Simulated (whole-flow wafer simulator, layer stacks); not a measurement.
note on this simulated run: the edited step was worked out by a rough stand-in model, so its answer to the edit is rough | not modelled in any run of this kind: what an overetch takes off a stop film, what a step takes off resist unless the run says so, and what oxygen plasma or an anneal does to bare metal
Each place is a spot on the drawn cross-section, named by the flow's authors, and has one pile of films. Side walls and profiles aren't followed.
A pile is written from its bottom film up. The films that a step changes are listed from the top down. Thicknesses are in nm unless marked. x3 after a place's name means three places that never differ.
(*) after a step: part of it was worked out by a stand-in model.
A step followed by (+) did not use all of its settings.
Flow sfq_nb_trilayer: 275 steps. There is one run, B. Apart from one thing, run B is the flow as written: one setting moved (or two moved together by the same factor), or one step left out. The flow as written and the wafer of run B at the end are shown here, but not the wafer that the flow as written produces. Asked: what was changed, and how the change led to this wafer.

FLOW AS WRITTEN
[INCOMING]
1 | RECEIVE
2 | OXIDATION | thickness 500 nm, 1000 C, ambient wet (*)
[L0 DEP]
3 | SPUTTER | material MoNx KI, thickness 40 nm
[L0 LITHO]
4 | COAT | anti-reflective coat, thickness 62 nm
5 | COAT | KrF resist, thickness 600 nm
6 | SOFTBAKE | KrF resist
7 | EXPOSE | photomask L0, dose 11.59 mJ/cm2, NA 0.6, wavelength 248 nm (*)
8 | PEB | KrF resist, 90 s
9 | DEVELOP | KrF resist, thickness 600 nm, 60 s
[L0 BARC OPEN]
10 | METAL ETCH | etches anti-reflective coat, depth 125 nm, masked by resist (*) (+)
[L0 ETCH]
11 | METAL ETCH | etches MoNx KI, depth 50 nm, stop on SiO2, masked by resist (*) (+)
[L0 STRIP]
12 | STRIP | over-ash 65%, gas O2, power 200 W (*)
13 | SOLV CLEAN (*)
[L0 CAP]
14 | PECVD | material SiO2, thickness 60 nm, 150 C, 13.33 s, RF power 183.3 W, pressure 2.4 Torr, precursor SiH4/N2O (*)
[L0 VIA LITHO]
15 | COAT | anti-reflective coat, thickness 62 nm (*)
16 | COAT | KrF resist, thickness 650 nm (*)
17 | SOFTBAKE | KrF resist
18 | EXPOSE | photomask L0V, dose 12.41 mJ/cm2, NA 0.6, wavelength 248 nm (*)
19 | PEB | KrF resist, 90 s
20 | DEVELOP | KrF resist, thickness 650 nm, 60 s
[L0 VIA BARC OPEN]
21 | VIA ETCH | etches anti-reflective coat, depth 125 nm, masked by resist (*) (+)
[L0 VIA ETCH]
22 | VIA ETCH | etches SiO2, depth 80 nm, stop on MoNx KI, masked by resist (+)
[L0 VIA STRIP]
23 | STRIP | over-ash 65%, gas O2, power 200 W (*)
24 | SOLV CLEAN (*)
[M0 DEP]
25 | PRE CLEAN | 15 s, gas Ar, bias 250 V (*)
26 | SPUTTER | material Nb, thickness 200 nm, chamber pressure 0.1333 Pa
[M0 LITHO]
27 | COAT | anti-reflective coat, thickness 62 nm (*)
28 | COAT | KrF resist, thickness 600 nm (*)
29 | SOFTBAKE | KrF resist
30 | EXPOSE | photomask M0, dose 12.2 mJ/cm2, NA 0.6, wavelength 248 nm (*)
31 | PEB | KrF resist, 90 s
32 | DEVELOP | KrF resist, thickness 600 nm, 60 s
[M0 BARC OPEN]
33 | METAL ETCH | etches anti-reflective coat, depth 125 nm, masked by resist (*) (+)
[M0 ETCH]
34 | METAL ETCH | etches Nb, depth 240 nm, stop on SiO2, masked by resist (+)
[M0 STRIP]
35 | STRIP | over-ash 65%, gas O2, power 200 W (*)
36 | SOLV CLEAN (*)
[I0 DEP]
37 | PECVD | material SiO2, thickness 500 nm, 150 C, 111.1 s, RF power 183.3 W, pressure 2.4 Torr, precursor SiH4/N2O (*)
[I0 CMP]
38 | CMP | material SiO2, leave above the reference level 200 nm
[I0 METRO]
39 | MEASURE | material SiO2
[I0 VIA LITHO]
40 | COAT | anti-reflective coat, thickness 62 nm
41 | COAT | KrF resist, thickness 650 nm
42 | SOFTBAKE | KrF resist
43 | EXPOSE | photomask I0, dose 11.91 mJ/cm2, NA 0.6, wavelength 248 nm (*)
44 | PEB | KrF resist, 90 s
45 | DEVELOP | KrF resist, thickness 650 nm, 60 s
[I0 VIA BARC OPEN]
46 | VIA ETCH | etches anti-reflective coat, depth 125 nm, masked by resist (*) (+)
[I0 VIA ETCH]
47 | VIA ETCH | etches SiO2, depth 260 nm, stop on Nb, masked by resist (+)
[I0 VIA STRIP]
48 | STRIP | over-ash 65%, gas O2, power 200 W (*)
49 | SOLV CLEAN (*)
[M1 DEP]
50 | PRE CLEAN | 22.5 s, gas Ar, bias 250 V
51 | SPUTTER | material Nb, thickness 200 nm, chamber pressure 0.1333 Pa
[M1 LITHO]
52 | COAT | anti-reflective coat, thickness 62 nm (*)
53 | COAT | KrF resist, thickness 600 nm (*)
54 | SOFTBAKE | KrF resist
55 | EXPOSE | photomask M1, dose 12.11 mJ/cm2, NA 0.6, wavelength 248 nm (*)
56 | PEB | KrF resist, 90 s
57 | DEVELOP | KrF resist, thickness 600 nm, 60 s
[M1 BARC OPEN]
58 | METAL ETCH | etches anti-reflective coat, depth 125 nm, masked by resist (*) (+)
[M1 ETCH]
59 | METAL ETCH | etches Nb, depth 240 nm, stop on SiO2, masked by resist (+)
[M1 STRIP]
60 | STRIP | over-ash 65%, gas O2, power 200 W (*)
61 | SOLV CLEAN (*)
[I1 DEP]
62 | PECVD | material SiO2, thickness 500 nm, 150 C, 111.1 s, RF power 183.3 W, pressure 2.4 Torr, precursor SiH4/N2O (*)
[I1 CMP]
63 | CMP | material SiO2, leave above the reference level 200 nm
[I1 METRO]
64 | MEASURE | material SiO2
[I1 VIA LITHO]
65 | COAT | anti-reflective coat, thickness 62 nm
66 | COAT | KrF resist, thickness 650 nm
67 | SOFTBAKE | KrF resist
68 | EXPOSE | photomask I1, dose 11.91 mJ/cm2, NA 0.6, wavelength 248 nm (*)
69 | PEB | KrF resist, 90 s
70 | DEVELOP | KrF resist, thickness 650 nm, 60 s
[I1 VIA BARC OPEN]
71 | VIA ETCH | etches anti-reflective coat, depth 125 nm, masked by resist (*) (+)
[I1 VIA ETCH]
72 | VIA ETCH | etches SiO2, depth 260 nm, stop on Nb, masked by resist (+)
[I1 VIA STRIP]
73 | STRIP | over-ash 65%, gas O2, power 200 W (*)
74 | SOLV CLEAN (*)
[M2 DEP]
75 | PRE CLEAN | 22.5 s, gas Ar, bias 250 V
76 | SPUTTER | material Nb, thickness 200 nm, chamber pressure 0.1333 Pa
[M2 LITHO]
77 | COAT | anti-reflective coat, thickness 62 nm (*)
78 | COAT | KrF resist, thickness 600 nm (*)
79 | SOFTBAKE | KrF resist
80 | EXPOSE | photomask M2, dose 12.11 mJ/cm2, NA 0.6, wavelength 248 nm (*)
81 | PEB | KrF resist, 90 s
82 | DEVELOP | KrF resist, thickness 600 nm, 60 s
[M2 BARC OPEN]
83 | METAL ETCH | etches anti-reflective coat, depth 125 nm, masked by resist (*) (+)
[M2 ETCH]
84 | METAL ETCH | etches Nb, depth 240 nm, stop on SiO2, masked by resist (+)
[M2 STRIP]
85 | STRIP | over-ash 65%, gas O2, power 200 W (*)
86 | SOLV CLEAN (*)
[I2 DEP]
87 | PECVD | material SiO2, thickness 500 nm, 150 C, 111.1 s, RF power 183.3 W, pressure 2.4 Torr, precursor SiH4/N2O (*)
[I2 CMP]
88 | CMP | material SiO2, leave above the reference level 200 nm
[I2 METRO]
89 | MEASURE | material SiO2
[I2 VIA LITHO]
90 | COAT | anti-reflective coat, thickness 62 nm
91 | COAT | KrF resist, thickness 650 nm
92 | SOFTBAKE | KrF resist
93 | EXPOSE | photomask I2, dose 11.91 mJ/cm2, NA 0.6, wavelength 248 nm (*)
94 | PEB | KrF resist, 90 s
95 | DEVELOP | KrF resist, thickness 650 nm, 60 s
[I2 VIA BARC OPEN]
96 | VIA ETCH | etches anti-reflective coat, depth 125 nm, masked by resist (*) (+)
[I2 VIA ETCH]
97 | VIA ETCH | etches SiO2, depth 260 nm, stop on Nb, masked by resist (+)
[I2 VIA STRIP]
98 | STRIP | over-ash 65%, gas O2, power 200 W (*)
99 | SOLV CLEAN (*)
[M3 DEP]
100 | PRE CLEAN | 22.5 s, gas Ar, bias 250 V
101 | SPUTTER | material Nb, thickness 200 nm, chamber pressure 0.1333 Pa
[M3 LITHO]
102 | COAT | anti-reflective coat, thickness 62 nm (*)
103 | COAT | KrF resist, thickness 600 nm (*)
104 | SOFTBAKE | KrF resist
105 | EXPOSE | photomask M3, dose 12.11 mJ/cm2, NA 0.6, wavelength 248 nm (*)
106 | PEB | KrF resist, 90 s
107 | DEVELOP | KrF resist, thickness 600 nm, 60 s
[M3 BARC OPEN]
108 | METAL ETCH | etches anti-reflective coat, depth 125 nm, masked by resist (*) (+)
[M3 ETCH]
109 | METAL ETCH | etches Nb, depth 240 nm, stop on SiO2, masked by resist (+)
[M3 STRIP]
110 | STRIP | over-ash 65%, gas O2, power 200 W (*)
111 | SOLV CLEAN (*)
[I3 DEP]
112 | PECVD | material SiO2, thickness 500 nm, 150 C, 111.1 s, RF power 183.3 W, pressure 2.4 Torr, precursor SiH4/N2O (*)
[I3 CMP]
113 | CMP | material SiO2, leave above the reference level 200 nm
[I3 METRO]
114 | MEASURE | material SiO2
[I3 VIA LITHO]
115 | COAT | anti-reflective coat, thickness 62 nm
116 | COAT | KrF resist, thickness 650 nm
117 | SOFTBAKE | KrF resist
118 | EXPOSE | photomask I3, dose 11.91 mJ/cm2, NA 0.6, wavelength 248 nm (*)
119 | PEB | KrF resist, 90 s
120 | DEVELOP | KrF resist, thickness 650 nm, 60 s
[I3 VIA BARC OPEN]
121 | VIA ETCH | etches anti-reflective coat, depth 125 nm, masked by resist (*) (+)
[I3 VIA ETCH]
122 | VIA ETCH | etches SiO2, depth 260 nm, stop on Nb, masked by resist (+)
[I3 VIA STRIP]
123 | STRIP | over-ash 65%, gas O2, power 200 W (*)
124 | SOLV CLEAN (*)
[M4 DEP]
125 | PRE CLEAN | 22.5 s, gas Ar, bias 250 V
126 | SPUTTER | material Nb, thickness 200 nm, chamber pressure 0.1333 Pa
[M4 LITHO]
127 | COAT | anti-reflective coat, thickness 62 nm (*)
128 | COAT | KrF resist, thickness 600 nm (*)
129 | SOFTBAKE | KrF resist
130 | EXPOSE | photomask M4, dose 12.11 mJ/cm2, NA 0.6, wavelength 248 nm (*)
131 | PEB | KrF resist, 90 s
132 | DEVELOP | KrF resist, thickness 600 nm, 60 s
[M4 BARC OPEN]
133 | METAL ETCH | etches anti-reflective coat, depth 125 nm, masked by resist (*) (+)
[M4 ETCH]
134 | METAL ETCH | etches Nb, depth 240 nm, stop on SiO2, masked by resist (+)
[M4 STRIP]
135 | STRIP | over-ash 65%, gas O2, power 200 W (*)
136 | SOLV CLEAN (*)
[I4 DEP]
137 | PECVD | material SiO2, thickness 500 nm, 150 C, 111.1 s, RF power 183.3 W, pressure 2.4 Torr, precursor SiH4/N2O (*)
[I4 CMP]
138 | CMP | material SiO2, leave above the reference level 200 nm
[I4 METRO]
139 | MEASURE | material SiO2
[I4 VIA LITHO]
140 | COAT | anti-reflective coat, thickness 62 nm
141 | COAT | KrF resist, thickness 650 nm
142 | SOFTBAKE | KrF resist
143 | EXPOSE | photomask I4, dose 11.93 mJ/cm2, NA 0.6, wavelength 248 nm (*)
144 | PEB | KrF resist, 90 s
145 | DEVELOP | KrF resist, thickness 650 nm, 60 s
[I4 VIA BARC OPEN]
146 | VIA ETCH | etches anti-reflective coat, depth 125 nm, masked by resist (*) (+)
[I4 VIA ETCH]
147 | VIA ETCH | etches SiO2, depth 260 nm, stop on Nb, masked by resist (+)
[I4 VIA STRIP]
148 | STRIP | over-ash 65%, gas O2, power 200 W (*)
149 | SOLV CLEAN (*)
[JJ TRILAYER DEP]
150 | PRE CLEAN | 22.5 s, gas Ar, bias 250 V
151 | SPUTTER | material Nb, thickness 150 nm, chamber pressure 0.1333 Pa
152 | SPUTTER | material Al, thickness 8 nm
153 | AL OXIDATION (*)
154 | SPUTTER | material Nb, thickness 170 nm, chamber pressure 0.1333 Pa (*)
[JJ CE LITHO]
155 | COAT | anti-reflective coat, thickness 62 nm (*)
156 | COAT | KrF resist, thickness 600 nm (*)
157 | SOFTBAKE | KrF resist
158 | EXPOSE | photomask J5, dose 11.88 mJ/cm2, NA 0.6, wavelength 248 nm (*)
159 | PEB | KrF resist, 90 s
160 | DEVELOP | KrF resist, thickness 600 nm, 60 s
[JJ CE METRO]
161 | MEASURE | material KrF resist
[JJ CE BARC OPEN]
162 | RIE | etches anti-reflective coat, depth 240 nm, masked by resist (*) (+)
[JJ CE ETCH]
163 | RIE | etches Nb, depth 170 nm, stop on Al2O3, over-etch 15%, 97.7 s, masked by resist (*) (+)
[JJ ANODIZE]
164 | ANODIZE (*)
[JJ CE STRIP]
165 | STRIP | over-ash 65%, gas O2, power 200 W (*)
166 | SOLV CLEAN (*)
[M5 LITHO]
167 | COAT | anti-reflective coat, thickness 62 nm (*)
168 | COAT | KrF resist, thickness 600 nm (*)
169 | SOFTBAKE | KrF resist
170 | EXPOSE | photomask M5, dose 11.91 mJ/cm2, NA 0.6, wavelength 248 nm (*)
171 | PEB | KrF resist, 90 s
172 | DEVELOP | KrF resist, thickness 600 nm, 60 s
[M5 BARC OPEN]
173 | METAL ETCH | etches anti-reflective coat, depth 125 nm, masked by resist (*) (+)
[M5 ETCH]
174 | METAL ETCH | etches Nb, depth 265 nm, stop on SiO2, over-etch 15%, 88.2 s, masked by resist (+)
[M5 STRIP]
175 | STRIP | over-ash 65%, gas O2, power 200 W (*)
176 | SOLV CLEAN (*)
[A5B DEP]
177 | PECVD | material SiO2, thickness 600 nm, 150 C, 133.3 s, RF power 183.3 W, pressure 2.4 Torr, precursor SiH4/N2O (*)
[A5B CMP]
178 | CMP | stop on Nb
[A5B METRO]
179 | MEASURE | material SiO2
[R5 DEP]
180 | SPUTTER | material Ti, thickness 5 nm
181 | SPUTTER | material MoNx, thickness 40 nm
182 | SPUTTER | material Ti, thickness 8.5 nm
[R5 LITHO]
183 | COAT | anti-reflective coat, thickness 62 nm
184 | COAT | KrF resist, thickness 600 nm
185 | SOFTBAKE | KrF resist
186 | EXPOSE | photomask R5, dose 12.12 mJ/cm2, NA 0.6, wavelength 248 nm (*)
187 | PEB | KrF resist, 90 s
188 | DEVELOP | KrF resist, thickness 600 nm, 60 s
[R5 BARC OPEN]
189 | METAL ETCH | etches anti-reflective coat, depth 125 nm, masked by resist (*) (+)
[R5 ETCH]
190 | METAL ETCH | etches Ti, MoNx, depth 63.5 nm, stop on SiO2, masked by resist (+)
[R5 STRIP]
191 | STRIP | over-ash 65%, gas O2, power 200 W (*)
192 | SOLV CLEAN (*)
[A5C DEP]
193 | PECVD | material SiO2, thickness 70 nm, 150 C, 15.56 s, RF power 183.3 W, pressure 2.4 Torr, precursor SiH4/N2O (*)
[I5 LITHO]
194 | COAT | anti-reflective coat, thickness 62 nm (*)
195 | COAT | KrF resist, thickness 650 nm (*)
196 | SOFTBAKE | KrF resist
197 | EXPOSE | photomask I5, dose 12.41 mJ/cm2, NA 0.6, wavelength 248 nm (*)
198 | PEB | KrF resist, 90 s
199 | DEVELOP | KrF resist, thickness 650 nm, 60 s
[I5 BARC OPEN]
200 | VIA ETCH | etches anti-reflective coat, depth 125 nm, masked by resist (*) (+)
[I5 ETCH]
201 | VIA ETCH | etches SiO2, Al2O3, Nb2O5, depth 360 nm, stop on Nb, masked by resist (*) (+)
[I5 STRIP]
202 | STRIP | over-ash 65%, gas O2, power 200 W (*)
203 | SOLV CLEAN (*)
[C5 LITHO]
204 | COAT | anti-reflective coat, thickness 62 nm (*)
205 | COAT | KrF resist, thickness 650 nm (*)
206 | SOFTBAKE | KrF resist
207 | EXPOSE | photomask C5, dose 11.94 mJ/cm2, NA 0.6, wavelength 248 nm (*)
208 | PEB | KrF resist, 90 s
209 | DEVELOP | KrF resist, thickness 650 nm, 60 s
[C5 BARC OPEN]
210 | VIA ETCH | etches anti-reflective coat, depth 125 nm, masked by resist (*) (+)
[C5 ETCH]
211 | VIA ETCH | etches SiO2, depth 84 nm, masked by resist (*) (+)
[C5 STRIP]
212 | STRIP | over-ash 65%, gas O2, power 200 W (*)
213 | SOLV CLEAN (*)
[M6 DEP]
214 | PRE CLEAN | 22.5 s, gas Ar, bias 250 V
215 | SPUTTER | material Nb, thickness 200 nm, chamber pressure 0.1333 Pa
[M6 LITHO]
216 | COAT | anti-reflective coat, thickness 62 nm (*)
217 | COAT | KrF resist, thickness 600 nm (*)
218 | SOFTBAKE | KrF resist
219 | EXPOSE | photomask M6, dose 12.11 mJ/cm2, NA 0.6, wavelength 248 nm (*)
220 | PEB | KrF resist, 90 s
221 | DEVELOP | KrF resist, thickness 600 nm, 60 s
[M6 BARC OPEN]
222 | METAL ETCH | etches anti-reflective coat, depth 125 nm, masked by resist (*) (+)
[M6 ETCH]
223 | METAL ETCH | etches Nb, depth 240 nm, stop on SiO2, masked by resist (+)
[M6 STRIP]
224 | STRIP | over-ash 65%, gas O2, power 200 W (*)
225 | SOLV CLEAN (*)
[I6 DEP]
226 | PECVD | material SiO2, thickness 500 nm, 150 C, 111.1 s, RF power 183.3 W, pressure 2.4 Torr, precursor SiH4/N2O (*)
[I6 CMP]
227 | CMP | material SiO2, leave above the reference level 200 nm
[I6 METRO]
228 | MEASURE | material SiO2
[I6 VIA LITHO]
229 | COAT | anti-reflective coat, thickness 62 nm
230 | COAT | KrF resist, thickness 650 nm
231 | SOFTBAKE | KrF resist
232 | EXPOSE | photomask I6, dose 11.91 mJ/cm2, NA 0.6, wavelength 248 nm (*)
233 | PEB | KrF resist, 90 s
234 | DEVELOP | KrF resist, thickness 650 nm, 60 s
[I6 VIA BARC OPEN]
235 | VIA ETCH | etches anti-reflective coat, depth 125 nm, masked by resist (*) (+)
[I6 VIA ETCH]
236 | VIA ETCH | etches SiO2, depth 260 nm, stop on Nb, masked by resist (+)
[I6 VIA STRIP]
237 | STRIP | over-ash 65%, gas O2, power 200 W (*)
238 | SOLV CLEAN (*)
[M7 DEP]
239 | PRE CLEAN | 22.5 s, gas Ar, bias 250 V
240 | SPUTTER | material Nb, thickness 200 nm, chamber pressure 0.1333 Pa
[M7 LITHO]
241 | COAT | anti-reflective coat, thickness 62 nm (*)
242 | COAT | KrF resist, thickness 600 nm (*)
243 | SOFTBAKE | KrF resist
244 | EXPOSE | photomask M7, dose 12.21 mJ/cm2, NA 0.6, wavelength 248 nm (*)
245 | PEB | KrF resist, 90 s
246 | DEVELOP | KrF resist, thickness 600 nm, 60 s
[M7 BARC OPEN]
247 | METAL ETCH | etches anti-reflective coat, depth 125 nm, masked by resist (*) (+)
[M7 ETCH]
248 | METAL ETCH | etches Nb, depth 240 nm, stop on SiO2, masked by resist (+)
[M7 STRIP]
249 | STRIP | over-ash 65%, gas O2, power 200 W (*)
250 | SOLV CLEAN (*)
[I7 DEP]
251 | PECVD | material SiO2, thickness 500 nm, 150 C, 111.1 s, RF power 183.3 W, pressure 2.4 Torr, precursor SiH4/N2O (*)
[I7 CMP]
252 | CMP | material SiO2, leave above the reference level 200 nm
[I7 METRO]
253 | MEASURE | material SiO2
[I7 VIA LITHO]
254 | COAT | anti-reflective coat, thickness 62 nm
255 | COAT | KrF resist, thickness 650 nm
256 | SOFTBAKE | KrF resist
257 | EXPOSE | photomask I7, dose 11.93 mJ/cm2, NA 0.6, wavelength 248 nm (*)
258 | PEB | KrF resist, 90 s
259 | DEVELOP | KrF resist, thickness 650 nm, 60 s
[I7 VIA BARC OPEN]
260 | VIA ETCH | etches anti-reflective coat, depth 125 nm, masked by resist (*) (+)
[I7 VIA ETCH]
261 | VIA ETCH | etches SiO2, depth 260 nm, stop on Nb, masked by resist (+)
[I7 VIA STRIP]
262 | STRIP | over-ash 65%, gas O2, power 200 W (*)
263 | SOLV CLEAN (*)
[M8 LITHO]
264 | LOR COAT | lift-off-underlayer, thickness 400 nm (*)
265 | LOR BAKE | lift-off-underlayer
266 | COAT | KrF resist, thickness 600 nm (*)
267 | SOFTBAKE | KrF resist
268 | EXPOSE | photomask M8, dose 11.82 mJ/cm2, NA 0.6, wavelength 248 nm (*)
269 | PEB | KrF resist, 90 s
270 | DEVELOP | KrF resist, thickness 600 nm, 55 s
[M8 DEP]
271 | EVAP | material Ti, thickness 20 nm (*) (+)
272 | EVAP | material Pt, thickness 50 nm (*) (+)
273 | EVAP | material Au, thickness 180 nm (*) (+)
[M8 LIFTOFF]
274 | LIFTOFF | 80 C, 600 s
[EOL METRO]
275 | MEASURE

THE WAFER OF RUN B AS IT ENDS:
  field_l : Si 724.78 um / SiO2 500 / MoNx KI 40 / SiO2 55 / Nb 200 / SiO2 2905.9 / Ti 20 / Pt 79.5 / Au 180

The reason: step 272, EVAP: thickness 79.5 nm was run, while the flow as written has thickness 50 nm.
The wafer lets one read it off: field_l has Pt 79.5, and step 272 as written asks for 50 nm.

Step by step, how the change led to this:
  272 | EVAP | material Pt, thickness 50 nm (*) (+)
      field_l, v_sur, via_wl and 103 more: +79.5 Pt (new film) (it would be, as written: +50 Pt (new film))
  274 | LIFTOFF | 80 C, 600 s
      p4_fl, p4_fm, p4_w1 and 71 more: -180 Au (all of it), -79.5 Pt (all of it), -20 Ti (all of it), -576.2 KrF resist (all of it), -400 lift-off-underlayer (all of it) (it would be, as written: -180 Au (all of it), -50 Pt (all of it), -20 Ti (all of it), -576.2 KrF resist (all of it), -400 lift-off-underlayer (all of it))
      c5j, ce_r: -180 Au (all of it), -79.5 Pt (all of it), -20 Ti (all of it), -573.3 KrF resist (all of it), -399.3 lift-off-underlayer (all of it) (it would be, as written: -180 Au (all of it), -50 Pt (all of it), -20 Ti (all of it), -573.3 KrF resist (all of it), -399.3 lift-off-underlayer (all of it))
      (as well as at 19 more places)
